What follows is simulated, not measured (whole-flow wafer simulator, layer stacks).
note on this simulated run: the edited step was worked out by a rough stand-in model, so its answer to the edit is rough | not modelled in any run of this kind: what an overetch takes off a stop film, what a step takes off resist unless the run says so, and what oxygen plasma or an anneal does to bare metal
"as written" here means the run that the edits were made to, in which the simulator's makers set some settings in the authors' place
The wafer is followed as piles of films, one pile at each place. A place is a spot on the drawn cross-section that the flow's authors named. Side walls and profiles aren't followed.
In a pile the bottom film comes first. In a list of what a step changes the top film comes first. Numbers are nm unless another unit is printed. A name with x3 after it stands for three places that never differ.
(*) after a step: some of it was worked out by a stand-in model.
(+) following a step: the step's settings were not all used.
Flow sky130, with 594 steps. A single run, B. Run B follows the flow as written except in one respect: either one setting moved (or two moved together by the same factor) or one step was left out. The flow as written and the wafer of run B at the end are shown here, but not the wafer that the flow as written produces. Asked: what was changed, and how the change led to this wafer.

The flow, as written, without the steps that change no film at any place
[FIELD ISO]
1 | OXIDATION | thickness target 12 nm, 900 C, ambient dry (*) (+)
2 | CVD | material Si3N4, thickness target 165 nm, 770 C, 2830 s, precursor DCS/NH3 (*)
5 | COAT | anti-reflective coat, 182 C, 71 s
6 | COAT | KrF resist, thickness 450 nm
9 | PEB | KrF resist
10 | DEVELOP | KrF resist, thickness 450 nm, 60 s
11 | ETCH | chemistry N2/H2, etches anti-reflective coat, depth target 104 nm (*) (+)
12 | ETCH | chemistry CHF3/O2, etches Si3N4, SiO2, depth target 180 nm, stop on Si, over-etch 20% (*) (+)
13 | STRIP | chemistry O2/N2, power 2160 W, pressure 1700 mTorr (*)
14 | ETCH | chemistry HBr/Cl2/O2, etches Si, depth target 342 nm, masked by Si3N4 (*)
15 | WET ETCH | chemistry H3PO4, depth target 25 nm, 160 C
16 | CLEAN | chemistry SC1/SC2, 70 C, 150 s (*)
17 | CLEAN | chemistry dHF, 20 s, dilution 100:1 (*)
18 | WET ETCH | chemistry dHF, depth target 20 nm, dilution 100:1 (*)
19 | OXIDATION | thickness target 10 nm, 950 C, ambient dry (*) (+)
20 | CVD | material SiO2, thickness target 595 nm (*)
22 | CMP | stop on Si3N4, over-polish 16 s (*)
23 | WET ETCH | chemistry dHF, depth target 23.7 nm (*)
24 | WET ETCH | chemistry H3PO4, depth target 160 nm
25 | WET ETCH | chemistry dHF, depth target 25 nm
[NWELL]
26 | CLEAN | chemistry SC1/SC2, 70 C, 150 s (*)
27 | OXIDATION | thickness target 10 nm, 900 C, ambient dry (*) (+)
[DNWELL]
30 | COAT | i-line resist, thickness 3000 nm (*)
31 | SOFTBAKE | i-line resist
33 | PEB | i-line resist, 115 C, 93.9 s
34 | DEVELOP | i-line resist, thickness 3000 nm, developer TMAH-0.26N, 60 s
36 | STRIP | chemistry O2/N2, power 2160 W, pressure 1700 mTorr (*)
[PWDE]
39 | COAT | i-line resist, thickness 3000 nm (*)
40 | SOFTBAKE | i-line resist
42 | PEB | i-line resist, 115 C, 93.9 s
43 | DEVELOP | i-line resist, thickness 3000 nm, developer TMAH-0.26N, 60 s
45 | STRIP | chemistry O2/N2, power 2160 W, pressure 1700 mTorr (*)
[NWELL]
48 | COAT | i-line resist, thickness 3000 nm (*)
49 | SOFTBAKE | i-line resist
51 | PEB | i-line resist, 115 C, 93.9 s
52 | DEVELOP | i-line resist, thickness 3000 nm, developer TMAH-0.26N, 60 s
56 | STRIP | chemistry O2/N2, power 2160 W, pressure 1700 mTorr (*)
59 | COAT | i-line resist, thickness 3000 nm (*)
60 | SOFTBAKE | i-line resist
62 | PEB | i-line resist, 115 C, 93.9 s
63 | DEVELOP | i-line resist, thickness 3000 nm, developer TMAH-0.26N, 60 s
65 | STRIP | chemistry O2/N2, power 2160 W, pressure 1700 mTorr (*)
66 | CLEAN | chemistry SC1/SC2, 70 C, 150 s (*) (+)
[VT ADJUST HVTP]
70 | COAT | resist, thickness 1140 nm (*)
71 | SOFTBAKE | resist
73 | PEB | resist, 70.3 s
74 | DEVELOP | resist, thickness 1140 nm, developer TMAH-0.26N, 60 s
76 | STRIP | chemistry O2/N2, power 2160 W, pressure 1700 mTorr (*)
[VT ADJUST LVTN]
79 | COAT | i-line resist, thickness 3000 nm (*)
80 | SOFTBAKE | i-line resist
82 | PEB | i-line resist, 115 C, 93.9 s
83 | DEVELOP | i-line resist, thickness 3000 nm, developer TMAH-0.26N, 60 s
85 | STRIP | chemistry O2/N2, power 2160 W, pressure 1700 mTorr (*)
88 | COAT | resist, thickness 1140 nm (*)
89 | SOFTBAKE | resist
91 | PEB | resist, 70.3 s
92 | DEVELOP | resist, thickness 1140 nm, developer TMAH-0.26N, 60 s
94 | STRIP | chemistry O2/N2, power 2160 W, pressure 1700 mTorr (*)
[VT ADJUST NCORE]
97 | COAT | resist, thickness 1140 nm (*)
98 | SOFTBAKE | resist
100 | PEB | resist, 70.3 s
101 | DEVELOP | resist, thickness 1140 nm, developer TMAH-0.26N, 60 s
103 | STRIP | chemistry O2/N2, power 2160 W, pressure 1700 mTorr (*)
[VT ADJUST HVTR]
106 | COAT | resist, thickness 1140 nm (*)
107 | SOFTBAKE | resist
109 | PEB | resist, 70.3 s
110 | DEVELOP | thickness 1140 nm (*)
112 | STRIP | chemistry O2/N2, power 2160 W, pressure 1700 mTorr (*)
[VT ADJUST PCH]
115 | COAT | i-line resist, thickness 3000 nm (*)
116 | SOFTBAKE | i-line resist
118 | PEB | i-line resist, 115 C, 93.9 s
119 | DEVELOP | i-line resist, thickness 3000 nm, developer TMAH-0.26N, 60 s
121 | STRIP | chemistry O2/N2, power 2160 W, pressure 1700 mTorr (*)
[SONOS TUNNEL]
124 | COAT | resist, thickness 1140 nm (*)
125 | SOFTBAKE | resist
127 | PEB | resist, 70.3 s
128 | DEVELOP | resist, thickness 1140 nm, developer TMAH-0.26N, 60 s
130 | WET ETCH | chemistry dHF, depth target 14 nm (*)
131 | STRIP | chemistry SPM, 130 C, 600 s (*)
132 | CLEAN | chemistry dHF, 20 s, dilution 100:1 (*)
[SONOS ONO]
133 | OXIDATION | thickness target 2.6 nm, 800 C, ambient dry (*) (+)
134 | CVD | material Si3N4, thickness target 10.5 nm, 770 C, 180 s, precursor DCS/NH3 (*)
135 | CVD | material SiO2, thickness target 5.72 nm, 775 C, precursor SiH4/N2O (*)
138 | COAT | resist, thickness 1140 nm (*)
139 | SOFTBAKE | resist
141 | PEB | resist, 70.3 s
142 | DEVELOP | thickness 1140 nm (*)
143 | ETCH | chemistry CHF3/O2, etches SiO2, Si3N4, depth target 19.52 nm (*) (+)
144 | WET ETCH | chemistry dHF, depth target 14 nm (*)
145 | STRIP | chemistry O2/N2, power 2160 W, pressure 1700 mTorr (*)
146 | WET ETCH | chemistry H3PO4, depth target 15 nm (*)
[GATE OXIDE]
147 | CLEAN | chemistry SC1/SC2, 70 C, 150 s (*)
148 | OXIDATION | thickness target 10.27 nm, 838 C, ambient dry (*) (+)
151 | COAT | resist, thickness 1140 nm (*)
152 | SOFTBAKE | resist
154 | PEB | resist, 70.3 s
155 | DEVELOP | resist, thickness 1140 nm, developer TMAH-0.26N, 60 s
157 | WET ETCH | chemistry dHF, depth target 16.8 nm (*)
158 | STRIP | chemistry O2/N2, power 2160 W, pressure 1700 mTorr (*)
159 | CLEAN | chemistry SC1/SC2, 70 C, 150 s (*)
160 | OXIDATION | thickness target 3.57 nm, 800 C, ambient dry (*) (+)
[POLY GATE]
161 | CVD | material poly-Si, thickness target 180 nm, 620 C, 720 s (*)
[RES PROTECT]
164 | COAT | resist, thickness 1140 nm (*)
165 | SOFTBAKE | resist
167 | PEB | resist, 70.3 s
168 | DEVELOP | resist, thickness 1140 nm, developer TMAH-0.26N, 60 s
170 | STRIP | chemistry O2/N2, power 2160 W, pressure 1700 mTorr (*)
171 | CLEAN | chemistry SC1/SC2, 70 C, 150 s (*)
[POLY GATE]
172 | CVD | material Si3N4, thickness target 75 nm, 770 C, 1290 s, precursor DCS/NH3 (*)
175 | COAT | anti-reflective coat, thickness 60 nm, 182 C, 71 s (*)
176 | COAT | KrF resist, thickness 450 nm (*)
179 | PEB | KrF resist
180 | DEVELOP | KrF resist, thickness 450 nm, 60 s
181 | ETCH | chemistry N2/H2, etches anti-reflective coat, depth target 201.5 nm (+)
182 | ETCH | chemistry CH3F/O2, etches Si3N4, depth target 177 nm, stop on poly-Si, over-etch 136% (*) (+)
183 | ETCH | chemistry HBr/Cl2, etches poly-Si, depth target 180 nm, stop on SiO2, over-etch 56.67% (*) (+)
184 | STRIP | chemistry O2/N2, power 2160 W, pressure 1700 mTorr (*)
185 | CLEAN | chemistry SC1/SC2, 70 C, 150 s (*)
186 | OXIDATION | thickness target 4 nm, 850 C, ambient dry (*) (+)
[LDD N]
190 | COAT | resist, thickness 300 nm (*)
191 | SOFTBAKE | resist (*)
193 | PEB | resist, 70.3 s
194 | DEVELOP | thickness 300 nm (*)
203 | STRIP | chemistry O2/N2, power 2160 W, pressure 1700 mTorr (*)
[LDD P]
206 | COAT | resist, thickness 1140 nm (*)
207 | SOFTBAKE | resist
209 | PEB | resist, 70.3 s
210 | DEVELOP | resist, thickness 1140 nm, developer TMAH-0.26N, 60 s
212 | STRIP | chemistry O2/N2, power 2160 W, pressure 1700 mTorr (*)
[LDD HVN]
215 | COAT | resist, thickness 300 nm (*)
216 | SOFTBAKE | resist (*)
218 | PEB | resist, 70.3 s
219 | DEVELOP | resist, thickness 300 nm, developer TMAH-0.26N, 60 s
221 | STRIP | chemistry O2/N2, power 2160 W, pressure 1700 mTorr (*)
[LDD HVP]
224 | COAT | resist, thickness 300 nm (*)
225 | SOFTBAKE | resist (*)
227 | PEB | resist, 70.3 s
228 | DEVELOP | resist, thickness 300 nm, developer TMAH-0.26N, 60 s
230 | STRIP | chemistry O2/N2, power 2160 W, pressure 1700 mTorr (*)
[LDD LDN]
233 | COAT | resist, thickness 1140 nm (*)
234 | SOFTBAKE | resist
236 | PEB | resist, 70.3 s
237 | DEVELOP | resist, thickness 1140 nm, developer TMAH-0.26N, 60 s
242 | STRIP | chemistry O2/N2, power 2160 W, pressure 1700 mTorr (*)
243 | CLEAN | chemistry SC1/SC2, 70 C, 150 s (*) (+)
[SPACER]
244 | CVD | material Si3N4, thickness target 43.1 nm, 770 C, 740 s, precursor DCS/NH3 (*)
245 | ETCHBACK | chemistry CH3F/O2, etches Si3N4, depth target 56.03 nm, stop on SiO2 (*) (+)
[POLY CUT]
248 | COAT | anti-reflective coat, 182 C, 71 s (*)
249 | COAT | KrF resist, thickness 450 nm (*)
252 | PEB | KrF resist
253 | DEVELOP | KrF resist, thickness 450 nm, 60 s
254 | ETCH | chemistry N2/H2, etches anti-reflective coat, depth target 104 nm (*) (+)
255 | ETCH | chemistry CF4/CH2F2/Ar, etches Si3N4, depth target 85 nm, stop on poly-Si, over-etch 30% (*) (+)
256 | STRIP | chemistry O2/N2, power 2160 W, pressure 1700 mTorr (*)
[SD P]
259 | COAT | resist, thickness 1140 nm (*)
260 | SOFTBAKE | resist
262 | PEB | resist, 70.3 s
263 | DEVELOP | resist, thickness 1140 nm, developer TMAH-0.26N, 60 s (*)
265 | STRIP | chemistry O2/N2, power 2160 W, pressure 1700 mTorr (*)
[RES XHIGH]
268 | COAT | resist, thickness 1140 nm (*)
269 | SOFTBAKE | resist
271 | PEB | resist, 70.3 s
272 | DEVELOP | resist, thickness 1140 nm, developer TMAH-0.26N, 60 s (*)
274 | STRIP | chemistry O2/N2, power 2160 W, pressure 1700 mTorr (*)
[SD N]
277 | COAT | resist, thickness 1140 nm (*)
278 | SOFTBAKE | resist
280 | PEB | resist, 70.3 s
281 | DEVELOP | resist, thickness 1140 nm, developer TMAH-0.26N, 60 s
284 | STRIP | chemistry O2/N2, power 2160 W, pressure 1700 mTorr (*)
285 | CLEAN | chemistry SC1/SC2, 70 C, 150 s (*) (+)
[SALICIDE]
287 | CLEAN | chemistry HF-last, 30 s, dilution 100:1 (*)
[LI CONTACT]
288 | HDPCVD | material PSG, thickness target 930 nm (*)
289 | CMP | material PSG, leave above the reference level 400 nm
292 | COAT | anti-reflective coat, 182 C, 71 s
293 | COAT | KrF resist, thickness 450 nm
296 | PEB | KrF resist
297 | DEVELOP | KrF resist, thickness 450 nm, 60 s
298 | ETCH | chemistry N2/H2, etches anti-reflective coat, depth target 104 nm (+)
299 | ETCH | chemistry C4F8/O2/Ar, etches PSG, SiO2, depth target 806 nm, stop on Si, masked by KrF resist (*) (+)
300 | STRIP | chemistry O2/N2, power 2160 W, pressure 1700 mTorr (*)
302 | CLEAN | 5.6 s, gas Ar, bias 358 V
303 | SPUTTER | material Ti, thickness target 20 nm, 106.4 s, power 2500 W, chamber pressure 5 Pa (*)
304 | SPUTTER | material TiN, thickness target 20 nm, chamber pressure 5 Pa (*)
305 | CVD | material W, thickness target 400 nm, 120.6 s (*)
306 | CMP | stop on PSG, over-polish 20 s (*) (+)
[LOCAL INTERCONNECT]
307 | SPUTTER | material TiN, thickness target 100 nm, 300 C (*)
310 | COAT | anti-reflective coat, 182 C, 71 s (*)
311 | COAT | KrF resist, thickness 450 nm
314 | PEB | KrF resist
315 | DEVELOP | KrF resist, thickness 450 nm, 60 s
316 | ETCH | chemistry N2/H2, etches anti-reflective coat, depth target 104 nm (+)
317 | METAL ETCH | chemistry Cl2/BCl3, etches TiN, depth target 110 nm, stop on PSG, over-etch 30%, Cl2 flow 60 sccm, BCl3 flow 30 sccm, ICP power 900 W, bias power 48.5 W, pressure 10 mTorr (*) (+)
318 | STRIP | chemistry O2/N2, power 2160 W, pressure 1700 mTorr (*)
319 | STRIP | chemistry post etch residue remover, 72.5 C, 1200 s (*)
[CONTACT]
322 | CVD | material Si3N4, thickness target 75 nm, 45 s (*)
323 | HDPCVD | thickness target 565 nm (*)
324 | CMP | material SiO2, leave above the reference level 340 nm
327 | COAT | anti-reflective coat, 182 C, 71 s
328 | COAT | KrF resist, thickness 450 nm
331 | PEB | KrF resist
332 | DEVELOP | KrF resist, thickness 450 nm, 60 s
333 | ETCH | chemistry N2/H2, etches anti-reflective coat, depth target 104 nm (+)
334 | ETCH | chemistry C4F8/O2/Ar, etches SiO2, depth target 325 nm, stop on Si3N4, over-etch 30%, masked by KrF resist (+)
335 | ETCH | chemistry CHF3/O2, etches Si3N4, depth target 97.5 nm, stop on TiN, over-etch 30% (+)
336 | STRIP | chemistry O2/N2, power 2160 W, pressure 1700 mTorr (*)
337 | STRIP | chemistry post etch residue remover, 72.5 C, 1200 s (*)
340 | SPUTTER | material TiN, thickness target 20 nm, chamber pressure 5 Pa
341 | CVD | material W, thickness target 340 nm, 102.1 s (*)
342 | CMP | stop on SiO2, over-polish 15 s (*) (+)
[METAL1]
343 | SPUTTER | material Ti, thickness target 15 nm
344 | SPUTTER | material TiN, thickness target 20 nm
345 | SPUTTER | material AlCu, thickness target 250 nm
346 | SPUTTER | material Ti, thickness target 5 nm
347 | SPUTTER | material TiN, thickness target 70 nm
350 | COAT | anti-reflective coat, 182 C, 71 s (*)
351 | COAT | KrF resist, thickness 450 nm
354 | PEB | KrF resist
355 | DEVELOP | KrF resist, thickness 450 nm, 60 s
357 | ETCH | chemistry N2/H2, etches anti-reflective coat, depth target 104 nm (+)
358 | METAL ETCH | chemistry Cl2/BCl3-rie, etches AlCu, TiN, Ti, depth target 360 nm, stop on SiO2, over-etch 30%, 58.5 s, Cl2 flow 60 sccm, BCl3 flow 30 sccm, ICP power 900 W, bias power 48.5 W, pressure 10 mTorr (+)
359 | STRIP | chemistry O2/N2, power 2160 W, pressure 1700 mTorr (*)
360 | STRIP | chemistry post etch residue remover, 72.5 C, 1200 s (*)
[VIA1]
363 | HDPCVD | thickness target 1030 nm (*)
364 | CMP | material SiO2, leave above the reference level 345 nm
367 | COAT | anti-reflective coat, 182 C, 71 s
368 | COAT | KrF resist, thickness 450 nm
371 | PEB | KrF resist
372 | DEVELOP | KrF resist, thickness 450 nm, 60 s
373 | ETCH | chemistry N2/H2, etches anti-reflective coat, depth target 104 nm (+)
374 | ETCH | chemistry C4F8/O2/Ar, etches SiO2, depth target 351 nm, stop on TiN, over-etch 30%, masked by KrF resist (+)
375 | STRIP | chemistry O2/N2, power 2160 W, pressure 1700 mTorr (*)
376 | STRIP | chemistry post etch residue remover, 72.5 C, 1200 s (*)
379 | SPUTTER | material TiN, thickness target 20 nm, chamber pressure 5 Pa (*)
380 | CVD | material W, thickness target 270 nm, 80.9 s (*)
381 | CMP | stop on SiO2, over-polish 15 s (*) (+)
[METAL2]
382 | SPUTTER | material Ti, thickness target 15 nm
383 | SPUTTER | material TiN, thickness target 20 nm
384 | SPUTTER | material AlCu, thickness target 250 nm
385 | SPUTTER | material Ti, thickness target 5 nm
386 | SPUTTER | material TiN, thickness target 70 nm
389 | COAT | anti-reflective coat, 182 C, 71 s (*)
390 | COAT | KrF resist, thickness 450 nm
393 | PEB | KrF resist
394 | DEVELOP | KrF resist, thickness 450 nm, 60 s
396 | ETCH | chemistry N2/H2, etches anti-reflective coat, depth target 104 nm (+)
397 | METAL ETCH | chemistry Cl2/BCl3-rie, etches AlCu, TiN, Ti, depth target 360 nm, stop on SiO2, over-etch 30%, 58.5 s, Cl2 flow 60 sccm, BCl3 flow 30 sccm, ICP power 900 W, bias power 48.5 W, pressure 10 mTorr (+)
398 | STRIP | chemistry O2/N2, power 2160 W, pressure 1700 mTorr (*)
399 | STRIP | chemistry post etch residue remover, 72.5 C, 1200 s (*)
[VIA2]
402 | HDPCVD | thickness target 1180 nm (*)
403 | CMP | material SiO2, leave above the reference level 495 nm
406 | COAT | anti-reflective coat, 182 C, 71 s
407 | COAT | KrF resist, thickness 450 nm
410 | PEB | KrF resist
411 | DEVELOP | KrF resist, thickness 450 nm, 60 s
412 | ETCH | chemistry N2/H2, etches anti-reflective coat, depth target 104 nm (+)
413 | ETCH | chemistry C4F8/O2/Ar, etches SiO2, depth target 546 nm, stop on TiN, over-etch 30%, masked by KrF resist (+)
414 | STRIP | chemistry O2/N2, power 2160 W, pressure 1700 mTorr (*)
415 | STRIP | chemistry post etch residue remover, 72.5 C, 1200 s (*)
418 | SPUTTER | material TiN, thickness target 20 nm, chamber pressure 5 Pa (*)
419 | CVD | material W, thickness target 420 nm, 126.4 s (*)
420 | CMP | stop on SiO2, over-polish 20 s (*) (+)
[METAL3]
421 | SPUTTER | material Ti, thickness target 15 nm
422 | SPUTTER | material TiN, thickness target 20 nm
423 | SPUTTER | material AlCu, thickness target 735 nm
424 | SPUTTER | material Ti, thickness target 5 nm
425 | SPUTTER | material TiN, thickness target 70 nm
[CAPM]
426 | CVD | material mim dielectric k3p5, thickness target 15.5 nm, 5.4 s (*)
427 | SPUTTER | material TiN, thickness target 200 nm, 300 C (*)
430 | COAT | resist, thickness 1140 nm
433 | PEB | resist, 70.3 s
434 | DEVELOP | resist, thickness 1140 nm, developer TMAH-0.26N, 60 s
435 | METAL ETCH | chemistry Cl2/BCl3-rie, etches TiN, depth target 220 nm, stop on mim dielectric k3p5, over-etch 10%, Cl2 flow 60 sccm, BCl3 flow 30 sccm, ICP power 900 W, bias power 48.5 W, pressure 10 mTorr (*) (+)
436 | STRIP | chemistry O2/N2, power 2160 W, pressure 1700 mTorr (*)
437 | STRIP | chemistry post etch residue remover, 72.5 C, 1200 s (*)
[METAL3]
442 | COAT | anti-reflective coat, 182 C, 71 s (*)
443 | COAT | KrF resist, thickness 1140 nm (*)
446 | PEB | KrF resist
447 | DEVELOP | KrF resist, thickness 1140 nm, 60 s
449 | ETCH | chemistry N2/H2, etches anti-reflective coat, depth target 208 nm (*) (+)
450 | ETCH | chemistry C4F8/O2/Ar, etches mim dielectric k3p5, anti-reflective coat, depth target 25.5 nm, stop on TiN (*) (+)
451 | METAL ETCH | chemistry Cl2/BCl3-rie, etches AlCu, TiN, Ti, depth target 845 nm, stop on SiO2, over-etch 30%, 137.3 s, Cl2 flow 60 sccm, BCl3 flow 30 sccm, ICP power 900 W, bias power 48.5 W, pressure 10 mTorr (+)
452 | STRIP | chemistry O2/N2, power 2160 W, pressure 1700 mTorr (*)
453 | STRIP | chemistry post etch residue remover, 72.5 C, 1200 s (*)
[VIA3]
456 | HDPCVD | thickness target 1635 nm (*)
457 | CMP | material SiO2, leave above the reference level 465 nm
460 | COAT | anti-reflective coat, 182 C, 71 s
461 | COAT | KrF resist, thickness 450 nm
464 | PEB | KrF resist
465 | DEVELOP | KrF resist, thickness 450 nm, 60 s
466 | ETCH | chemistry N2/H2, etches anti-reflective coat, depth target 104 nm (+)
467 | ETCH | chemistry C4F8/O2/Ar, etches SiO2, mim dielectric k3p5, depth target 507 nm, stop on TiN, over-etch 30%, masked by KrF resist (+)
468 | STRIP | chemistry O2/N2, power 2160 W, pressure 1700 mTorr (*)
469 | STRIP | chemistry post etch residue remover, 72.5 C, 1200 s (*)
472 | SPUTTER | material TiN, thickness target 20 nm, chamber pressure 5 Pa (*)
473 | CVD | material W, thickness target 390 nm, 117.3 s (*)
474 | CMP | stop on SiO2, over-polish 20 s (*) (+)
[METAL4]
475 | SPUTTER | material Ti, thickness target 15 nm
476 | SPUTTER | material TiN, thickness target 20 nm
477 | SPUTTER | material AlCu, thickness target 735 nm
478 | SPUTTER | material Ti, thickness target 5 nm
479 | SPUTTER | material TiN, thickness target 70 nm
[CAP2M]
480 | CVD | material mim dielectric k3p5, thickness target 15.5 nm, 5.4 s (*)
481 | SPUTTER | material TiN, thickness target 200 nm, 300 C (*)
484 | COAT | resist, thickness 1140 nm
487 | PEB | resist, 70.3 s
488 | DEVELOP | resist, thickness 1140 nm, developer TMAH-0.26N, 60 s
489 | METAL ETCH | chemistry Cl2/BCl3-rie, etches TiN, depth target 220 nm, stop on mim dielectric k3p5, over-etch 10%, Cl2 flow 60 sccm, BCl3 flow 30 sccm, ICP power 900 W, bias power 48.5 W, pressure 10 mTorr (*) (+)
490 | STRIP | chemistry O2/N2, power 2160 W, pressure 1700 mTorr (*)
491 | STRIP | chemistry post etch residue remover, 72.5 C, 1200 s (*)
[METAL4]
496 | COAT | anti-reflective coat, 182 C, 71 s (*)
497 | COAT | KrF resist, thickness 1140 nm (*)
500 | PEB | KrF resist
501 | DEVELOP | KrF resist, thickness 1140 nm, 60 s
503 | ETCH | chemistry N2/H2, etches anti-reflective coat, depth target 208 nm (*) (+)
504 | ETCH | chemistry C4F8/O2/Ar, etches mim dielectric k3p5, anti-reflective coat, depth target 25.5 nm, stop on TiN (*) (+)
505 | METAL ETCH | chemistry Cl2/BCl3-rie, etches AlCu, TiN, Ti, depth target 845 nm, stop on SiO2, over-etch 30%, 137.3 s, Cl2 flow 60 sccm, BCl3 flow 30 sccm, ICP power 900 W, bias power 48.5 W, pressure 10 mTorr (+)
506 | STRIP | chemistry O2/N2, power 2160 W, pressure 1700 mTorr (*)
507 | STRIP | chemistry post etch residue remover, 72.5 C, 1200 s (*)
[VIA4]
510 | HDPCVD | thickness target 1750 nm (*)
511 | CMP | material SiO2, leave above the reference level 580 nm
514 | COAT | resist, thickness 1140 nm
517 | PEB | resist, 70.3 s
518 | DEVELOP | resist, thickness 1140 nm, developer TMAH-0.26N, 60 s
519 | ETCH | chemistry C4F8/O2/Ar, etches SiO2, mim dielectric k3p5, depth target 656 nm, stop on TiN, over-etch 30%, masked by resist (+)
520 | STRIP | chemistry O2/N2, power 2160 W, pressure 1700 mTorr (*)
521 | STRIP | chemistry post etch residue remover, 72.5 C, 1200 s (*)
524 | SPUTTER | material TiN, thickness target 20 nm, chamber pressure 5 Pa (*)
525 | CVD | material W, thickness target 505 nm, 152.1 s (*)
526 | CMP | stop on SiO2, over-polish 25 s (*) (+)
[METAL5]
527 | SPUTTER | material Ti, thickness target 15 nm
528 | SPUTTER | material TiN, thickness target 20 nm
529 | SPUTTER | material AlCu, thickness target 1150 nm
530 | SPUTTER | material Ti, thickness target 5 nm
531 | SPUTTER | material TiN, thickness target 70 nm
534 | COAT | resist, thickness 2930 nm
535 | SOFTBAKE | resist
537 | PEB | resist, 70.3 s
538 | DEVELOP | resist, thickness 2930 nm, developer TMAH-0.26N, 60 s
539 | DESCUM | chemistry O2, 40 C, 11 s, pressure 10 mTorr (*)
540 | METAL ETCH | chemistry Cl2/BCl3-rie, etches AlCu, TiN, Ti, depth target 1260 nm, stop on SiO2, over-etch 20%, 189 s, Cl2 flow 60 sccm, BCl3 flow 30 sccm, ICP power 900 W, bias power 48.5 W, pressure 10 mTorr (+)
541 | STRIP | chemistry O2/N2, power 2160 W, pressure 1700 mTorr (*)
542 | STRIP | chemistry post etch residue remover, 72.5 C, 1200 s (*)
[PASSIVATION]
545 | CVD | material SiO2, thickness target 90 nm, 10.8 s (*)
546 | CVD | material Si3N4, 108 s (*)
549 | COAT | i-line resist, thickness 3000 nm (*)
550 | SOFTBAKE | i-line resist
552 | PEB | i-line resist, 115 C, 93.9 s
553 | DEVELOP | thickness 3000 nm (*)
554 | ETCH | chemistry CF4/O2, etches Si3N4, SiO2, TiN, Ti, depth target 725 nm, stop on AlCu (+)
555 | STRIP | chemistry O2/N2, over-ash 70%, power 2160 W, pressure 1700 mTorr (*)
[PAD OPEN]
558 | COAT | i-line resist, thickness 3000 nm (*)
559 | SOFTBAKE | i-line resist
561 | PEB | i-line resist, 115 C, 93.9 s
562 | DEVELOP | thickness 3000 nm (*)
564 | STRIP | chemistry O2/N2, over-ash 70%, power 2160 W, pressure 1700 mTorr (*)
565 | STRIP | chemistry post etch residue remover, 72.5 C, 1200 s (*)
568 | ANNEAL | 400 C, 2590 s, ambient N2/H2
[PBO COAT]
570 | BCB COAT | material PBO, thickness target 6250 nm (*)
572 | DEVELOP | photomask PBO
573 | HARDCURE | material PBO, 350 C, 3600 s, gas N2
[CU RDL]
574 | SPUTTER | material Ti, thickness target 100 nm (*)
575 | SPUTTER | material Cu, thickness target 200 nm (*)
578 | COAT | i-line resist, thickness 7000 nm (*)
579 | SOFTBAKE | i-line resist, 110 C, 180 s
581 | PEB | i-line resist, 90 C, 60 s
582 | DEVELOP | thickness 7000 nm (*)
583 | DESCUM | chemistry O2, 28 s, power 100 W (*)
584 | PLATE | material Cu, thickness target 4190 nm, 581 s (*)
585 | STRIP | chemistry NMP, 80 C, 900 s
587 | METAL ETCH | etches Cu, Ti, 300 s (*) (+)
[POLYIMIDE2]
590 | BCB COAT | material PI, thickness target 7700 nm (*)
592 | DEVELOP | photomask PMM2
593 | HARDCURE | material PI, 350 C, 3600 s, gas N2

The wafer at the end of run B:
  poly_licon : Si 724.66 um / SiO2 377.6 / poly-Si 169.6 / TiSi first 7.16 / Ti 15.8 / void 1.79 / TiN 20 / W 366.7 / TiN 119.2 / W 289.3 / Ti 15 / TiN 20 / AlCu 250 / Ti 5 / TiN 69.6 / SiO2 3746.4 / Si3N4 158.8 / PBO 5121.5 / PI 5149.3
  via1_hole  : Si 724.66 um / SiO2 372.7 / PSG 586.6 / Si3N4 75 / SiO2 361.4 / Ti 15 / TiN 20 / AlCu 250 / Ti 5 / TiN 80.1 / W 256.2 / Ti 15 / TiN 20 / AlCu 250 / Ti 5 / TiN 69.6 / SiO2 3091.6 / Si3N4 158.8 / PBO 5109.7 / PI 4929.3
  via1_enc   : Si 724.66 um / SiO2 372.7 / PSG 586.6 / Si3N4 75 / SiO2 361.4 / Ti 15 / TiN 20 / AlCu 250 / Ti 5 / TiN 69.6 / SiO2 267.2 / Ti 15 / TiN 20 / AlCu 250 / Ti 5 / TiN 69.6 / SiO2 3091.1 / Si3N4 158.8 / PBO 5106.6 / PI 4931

Cause: step 341, CVD: thickness target 289 nm was run, while the flow as written has thickness target 340 nm; step 341, CVD: 86.8 s was run, where the flow has 102.1 s.

The path from the change to this, step by step:
  341 | CVD | material W, thickness target 340 nm, 102.1 s (*)
      field, active, n_well and 185 more: +289.3 W (new film) (in the flow as written it would be: +340 W (new film))
      ndiff_licon, ndiff_licon_cpp, rpo_hd_licon: +639.9 W (new film) (in the flow as written it would be: +690.5 W (new film))
  342 | CMP | stop on SiO2, over-polish 15 s (*) (+)
      poly_licon: nothing (in the flow as written it would be: -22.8 W)
      field, active, n_well and 184 more: -289.3 W (all of it), -20 TiN (all of it), -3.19 SiO2 (in the flow as written it would be: -340 W (all of it), -20 TiN (all of it), -3.19 SiO2)
      (and at 3 other places as well)
  350 | COAT | anti-reflective coat, 182 C, 71 s (*)
      poly_licon: +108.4 anti-reflective coat (new film) (in the flow as written it would be: +80.5 anti-reflective coat (new film))
  359 | STRIP | chemistry O2/N2, power 2160 W, pressure 1700 mTorr (*)
      poly_licon: -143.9 KrF resist (all of it), -108.4 anti-reflective coat (all of it) (in the flow as written it would be: -143.9 KrF resist (all of it), -80.5 anti-reflective coat (all of it))
  364 | CMP | material SiO2, leave above the reference level 345 nm
      poly_licon: -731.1 SiO2 (in the flow as written it would be: -759 SiO2)
